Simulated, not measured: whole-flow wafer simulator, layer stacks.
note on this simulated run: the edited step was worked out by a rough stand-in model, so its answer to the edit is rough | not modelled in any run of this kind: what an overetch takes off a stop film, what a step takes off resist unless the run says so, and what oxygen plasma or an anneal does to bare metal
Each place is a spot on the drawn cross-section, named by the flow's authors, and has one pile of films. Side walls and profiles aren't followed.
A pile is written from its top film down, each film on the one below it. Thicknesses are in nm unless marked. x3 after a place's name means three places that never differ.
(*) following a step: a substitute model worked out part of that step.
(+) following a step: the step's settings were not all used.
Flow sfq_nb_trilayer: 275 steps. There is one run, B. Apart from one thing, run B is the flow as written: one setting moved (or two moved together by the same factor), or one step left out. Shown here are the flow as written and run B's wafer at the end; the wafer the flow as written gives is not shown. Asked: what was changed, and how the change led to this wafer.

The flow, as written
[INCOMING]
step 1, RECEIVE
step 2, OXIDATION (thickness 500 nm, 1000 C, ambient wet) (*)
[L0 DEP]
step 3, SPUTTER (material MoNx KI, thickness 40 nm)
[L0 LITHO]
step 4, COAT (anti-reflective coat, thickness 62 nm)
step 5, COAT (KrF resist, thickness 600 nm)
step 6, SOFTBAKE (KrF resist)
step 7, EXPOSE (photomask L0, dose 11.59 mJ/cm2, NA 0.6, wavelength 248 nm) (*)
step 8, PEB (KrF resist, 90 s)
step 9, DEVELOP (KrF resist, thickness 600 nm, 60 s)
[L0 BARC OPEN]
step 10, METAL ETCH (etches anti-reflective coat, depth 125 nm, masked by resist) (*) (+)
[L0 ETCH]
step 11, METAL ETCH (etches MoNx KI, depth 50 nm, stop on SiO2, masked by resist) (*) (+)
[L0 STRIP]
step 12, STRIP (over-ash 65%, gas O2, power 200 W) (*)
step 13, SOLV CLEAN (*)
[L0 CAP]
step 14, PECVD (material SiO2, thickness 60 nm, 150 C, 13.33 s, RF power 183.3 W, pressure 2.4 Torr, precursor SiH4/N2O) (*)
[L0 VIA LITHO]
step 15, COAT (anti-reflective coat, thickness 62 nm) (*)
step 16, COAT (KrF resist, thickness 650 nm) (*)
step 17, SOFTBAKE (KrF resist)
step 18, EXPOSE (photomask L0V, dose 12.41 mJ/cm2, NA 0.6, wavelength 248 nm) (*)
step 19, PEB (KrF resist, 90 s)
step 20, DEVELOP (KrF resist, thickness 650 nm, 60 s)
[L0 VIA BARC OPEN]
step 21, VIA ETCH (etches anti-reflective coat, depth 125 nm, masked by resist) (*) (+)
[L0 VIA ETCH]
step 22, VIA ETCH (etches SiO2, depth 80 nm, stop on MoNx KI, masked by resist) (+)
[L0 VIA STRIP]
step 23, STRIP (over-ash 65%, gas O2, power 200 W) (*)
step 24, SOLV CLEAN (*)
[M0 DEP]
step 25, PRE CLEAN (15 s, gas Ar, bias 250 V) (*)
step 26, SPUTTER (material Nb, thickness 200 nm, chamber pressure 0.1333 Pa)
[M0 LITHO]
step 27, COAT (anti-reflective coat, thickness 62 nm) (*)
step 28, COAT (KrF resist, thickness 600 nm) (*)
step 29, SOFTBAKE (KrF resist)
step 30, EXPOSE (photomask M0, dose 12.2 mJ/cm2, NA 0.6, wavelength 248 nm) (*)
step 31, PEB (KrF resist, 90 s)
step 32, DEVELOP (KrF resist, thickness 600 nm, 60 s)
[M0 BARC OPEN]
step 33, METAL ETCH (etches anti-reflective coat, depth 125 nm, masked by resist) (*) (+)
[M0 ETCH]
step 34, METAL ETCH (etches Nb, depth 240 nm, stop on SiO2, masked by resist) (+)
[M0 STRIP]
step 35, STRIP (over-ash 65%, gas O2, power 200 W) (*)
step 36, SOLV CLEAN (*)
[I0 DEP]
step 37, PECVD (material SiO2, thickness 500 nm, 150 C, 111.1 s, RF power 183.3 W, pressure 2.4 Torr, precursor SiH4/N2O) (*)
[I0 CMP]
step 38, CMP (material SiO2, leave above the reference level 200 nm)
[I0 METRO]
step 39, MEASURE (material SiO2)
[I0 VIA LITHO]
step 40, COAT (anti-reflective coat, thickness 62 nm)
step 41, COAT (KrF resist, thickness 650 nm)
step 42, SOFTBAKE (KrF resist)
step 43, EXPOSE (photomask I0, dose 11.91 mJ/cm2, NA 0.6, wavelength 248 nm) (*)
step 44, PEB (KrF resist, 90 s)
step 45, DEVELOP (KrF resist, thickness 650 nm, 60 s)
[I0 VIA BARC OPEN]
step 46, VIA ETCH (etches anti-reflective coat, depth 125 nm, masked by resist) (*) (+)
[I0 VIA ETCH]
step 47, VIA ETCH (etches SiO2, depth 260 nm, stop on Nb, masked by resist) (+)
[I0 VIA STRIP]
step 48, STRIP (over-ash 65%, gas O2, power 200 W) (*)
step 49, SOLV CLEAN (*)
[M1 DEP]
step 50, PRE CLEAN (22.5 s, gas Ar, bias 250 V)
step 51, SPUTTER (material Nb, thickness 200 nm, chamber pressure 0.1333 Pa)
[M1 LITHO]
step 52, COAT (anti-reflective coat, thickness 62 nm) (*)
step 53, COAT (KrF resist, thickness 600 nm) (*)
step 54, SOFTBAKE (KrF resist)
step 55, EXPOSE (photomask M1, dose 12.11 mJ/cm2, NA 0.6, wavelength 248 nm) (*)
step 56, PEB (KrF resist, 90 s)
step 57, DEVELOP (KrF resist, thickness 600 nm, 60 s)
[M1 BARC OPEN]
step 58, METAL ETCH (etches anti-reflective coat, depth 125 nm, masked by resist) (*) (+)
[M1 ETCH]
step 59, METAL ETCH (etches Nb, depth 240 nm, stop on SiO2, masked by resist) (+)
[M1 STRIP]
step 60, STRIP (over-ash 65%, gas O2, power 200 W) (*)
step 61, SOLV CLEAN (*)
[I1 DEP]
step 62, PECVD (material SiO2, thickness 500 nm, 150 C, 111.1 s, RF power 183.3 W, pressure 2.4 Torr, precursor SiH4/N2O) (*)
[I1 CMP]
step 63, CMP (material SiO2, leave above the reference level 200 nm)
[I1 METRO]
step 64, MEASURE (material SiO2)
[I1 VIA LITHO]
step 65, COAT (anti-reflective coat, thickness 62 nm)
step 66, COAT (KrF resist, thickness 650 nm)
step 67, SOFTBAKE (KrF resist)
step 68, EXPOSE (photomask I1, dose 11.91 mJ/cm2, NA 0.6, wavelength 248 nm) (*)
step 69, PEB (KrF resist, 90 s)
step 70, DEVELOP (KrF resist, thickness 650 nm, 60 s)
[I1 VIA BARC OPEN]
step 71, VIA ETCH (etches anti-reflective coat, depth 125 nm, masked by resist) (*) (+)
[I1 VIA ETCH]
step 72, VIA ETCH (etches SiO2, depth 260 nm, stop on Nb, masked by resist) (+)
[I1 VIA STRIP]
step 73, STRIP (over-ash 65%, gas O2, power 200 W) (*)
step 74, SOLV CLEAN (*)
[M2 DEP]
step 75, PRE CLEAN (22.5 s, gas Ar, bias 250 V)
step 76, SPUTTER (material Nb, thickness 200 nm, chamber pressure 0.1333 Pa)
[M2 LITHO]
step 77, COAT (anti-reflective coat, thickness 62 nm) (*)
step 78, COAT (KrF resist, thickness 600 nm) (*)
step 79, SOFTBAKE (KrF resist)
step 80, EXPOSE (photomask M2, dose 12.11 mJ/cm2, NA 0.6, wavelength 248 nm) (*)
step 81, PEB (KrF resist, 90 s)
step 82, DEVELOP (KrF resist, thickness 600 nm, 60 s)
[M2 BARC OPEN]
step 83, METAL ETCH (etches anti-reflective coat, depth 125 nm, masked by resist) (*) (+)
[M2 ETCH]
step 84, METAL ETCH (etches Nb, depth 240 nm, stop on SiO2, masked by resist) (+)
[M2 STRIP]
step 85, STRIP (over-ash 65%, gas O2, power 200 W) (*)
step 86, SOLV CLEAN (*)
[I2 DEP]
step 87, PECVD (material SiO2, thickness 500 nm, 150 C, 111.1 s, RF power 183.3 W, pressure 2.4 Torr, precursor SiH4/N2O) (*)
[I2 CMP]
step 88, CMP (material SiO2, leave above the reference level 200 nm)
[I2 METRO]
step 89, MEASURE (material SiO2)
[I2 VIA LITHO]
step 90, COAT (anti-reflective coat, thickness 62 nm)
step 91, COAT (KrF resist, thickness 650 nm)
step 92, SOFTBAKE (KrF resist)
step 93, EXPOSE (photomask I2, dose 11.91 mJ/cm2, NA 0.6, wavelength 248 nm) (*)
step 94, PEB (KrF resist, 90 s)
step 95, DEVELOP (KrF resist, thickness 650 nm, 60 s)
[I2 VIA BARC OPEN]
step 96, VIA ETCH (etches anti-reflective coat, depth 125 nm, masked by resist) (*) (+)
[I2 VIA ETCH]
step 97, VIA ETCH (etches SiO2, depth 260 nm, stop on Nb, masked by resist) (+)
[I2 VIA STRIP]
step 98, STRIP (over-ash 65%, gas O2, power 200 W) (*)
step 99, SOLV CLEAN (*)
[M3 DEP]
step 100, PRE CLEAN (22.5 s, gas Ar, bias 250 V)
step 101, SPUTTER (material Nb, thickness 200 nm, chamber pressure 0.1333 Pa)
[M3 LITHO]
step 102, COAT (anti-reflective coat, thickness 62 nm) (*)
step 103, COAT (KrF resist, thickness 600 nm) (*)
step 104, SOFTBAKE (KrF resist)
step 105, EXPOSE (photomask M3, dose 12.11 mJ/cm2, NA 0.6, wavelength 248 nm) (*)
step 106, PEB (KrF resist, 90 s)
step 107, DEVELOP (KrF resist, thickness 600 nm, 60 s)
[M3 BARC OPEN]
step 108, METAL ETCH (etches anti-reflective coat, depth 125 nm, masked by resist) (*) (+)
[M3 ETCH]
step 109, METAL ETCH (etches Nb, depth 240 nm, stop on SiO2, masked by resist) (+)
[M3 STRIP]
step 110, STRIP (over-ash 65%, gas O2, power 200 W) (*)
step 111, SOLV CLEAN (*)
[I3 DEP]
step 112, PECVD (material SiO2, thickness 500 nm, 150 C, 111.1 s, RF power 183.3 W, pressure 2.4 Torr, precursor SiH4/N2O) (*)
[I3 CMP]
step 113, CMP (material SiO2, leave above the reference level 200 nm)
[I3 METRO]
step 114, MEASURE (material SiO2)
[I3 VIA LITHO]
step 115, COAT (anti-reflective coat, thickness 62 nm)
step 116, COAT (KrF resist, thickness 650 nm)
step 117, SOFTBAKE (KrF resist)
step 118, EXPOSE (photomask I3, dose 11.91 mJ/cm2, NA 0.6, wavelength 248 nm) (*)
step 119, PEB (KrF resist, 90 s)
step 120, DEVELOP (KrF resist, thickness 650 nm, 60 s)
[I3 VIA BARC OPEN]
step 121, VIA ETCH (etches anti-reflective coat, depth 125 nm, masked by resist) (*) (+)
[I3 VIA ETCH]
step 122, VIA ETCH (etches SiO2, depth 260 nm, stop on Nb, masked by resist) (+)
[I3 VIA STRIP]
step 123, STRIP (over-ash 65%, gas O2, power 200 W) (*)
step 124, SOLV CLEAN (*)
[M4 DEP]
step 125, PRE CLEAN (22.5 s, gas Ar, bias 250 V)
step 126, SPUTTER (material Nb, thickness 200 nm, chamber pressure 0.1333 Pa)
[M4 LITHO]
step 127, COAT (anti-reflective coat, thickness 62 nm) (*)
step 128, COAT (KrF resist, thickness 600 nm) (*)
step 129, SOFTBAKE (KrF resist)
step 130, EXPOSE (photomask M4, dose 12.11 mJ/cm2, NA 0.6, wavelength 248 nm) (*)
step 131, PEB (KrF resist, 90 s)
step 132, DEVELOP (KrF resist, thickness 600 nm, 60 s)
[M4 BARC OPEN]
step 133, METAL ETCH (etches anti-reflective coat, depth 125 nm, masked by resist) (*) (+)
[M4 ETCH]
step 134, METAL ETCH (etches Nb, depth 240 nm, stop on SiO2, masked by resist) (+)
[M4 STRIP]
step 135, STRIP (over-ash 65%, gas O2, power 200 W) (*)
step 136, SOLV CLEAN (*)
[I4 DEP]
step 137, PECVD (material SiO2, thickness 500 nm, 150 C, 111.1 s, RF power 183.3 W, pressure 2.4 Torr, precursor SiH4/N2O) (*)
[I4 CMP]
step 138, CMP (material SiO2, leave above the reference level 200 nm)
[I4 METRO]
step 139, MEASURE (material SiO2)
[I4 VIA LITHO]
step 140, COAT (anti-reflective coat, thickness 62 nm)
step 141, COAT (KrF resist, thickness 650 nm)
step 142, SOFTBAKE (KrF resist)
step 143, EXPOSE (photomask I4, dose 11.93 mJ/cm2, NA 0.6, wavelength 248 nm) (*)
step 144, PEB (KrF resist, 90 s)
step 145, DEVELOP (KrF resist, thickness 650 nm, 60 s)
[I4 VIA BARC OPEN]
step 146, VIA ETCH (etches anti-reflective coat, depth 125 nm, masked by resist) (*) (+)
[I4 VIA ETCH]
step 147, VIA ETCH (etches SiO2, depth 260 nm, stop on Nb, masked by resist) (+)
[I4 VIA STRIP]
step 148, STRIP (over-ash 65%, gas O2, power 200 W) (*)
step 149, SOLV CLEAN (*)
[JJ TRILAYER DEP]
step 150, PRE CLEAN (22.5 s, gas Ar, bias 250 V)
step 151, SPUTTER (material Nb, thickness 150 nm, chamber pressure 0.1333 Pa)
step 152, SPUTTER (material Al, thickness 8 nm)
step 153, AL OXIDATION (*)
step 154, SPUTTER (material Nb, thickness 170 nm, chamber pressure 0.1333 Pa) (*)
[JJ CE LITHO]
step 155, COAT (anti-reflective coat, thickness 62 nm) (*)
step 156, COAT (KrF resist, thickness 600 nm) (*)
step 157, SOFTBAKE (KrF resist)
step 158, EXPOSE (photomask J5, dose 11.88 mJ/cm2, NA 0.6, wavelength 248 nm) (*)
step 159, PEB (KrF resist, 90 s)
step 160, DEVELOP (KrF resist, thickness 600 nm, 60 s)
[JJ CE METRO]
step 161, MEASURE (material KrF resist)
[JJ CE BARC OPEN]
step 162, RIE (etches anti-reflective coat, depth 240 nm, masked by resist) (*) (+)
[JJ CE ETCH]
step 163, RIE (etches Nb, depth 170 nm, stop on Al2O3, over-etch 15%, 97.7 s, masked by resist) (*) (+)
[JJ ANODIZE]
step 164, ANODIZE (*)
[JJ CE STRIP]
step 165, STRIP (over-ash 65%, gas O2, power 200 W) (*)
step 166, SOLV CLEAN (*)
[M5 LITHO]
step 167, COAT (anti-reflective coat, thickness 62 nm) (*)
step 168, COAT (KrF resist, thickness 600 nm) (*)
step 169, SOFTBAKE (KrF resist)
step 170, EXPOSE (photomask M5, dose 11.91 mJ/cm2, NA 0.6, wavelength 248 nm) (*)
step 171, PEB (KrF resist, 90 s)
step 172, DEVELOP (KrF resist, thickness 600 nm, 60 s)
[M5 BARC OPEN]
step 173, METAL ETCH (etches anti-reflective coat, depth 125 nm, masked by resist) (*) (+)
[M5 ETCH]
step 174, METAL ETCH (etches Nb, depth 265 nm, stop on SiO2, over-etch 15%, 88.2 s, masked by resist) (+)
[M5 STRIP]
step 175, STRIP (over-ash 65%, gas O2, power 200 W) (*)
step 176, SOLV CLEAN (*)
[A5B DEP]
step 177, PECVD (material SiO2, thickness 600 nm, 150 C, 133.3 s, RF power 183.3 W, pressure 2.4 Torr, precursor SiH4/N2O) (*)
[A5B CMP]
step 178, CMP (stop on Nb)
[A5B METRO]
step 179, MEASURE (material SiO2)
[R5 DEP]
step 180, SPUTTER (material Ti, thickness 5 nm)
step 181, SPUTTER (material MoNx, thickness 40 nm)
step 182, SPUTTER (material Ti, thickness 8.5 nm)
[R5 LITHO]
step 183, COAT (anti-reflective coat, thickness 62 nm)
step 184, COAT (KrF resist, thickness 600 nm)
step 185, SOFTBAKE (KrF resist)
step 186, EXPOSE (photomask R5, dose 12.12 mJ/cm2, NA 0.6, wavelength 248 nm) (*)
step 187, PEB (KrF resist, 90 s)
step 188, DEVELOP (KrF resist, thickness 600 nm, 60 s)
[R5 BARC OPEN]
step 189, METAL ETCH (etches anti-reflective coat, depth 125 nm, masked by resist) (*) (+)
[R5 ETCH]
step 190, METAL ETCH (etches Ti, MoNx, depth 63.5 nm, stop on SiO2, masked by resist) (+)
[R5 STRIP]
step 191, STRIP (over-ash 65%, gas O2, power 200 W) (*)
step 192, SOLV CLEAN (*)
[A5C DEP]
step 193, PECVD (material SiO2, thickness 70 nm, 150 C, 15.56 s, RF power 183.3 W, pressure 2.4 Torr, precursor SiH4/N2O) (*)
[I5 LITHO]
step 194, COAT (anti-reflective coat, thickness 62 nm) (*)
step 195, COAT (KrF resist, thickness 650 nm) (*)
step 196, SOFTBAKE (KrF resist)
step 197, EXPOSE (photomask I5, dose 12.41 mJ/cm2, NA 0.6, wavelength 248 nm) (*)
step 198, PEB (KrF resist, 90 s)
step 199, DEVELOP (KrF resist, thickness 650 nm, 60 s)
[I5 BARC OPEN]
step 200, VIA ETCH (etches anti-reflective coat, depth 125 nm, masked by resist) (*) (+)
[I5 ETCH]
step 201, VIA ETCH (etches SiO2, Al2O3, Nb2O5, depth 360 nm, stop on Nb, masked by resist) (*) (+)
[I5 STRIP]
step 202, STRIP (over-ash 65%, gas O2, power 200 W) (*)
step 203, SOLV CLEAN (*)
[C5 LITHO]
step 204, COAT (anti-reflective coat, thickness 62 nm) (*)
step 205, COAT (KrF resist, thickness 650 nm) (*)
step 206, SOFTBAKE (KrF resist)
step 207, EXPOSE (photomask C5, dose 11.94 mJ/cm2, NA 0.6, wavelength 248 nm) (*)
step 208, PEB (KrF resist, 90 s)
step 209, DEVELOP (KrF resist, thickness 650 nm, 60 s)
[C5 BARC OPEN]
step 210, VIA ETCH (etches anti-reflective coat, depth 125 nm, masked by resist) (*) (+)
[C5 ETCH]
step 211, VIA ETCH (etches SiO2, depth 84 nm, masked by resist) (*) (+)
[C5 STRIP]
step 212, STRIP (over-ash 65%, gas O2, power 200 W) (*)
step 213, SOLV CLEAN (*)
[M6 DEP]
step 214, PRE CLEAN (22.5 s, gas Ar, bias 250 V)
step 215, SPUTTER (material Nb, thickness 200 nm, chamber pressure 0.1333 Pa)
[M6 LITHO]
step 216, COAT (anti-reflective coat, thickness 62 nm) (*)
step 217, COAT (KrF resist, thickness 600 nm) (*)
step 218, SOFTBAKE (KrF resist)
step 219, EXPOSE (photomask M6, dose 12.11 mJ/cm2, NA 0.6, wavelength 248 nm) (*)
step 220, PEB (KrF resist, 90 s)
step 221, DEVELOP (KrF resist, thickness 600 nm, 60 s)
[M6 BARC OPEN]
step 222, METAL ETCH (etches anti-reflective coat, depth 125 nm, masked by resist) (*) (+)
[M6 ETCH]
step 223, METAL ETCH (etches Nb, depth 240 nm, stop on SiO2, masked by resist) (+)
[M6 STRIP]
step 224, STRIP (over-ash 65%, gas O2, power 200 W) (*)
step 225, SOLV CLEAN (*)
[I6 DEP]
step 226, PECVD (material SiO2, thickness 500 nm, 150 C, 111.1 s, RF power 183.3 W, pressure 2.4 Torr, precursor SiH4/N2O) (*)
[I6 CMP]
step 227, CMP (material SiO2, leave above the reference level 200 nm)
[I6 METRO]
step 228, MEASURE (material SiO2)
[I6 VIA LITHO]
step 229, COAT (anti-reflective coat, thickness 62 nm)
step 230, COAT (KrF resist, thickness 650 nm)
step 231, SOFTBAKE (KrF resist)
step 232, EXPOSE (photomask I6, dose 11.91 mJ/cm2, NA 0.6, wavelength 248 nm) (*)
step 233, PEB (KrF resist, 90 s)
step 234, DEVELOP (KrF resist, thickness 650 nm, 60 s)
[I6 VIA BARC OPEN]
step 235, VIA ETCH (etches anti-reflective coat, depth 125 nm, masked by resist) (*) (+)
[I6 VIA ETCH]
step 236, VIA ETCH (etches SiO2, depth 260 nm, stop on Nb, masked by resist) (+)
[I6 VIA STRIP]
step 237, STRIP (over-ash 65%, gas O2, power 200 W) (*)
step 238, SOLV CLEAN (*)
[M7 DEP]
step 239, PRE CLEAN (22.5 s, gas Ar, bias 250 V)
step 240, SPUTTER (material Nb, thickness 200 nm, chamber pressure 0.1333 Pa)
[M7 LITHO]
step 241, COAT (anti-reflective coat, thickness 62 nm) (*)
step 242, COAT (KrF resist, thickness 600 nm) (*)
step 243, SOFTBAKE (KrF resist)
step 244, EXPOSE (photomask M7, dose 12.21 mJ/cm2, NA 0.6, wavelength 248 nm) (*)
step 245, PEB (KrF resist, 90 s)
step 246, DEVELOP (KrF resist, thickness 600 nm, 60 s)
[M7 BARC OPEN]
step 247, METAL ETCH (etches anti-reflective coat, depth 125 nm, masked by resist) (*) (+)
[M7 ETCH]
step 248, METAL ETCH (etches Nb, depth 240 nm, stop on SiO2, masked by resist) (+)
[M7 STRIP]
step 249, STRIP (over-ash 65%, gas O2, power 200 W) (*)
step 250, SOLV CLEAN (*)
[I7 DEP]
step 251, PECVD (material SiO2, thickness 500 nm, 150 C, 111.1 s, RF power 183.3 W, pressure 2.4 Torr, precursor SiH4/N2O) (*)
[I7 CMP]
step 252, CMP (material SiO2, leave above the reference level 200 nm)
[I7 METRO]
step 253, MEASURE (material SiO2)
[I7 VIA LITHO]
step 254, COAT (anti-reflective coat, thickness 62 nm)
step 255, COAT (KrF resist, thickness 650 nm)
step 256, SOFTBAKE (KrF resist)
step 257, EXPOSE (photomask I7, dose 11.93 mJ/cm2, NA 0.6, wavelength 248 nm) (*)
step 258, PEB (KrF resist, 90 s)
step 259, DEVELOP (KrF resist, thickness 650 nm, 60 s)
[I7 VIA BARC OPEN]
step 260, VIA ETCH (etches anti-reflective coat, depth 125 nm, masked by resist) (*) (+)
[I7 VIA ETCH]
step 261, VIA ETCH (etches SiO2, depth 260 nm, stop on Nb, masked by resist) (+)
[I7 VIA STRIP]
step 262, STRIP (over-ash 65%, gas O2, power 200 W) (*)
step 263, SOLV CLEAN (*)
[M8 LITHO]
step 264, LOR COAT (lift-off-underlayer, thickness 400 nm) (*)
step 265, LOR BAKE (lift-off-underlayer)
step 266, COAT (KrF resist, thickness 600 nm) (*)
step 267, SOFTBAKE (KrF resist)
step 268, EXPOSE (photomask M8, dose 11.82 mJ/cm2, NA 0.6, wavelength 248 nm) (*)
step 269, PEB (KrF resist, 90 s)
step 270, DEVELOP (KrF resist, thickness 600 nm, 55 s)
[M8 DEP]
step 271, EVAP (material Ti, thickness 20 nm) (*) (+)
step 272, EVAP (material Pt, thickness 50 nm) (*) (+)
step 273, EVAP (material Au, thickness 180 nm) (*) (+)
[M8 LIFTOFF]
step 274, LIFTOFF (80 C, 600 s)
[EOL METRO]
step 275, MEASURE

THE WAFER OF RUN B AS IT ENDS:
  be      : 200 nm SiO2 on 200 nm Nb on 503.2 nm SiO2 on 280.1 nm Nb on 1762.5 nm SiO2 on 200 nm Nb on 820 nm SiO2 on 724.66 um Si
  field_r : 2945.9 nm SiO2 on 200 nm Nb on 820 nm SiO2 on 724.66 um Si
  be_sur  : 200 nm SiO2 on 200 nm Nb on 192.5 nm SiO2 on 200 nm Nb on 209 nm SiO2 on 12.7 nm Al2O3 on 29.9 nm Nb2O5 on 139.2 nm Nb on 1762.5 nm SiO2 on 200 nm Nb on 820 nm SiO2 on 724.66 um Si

The reason: step 2, OXIDATION: thickness 765 nm was run, whereas the flow has thickness 500 nm.

Step by step, how the change led to this:
  step 2, OXIDATION (thickness 500 nm, 1000 C, ambient wet) (*)
      field_l, v_sur, via_wl and 103 more: +765 SiO2 (new film), -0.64 chemical SiO2 (all of it), -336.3 Si (it would be, as written: +500 SiO2 (new film), -0.64 chemical SiO2 (all of it), -219.7 Si)
